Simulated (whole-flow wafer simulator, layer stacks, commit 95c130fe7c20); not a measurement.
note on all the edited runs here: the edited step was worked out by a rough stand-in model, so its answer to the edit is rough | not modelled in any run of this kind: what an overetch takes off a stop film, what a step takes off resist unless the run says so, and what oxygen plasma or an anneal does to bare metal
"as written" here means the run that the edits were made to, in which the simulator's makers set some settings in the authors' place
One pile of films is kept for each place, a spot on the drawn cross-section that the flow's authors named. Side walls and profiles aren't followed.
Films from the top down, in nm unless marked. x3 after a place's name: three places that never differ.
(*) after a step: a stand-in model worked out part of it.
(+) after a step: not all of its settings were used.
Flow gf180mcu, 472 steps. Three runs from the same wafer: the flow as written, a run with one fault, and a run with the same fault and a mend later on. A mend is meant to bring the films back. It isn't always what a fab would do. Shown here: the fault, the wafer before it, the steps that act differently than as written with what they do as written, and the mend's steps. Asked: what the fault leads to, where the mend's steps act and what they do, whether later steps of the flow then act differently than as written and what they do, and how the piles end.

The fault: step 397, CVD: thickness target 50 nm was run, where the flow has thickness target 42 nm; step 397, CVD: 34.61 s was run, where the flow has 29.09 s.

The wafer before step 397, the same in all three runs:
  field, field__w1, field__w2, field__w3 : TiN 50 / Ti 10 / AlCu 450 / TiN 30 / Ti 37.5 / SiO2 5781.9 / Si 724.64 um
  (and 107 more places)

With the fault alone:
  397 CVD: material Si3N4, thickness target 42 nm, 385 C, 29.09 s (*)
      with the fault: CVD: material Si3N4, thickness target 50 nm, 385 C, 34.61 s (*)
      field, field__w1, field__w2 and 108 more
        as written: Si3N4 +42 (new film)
        with the fault: Si3N4 +50 (new film)
  Later steps of the flow that act differently than as written (4 more steps differ only slightly, by at most 2% or 0.5 nm, whichever is larger, and aren't shown):
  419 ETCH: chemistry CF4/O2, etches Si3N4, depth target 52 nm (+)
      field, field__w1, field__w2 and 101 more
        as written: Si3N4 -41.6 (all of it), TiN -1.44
        with the fault: Si3N4 -49.6 (all of it), TiN -0.33
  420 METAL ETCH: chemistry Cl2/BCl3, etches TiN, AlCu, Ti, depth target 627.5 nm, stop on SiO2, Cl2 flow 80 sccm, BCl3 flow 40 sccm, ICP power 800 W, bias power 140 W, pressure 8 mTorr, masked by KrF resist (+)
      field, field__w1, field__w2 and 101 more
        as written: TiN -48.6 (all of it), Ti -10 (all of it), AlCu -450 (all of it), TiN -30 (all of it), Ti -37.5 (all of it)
        with the fault: TiN -49.7 (all of it), Ti -10 (all of it), AlCu -450 (all of it), TiN -30 (all of it), Ti -37.5 (all of it)
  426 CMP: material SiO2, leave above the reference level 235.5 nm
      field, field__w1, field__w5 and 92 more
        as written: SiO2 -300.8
        with the fault: SiO2 -292.9
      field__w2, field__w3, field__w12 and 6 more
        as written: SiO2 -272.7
        with the fault: SiO2 -264.3
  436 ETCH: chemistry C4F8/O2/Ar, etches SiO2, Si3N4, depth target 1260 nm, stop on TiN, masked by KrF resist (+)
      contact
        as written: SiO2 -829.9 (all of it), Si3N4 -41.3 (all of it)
        with the fault: SiO2 -829.9 (all of it), Si3N4 -49.2 (all of it)
  At the end the piles differ from the flow's by more than 2% or 0.5 nm, whichever is larger, at field__w4, field__w8, m1, m1__w1, mim, mim_1p0, m1_nw.
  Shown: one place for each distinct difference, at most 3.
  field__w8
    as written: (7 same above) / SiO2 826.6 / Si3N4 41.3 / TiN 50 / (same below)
    with the fault: (7 same above) / SiO2 826.6 / Si3N4 49.2 / TiN 50 / (same below)
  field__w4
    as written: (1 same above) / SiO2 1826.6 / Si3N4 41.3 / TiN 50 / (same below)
    with the fault: (1 same above) / SiO2 1826.6 / Si3N4 49.2 / TiN 50 / (same below)
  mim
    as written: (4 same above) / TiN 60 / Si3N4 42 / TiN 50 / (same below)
    with the fault: (4 same above) / TiN 60 / Si3N4 50 / TiN 50 / (same below)

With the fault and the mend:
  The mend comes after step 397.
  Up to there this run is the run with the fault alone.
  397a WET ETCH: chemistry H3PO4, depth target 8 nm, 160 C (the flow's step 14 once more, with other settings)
      field, field__w1, field__w2 and 108 more
        Si3N4 -8
  No later step of the flow acts differently than as written, at any place that is followed, by more than 2% or 0.5 nm, whichever is larger.
  At the end the piles differ from the flow's only slightly at the places that both follow, by at most 2% or 0.5 nm, whichever is larger.
